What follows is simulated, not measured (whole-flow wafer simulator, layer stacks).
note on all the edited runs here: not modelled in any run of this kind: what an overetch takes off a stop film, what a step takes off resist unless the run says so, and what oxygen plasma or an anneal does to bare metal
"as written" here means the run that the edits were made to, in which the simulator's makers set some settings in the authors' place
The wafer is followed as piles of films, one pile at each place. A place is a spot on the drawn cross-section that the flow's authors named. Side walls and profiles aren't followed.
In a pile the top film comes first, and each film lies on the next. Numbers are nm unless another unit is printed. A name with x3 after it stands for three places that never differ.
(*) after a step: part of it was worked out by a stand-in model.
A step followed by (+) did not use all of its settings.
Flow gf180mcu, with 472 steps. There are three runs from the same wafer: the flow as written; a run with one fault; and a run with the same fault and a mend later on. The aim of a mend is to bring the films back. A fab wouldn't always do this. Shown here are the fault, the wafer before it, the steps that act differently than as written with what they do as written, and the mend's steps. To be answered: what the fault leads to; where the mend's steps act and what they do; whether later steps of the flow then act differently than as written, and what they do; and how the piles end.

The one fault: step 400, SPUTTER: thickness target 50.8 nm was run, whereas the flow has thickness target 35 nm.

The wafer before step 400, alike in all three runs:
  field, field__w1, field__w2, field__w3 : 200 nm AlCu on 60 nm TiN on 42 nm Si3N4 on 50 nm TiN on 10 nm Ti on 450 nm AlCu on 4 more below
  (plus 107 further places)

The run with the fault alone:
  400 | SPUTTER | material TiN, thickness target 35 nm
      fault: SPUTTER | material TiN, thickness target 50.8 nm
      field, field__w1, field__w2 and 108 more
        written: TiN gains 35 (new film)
        fault: TiN gains 50.8 (new film)
  Later steps of the flow acting differently than as written (7 other steps are not shown; they differ only slightly, by no more than 2% or 0.5 nm, whichever is larger):
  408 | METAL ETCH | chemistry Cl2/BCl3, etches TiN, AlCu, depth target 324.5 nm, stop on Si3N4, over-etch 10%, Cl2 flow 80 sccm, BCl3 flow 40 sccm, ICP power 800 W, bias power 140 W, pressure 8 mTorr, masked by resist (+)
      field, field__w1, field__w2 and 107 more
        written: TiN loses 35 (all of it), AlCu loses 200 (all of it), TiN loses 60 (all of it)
        fault: TiN loses 50.8 (all of it), AlCu loses 200 (all of it), TiN loses 60 (all of it)
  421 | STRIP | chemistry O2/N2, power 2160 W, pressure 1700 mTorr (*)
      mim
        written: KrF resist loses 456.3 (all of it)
        fault: KrF resist loses 444.5 (all of it)
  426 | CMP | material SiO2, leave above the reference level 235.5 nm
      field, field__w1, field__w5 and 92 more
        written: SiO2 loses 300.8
        fault: SiO2 loses 285
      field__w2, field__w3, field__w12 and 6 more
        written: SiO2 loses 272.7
        fault: SiO2 loses 256.9
  At mim, the piles at the end differ from the flow's by more than 2% or 0.5 nm, whichever is larger.
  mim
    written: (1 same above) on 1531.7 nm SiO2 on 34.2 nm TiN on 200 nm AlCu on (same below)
    fault: (1 same above) on 1531.7 nm SiO2 on 50 nm TiN on 200 nm AlCu on (same below)

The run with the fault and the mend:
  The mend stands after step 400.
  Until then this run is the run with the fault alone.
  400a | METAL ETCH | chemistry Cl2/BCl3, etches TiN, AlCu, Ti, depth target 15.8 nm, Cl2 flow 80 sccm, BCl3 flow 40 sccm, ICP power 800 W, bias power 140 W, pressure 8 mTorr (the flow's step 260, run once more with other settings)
      field, field__w1, field__w2 and 108 more
        TiN loses 15.8
  None of the later steps of the flow acts differently than as written at any place that is followed.
  The piles end the same as the flow's at every place that both follow.
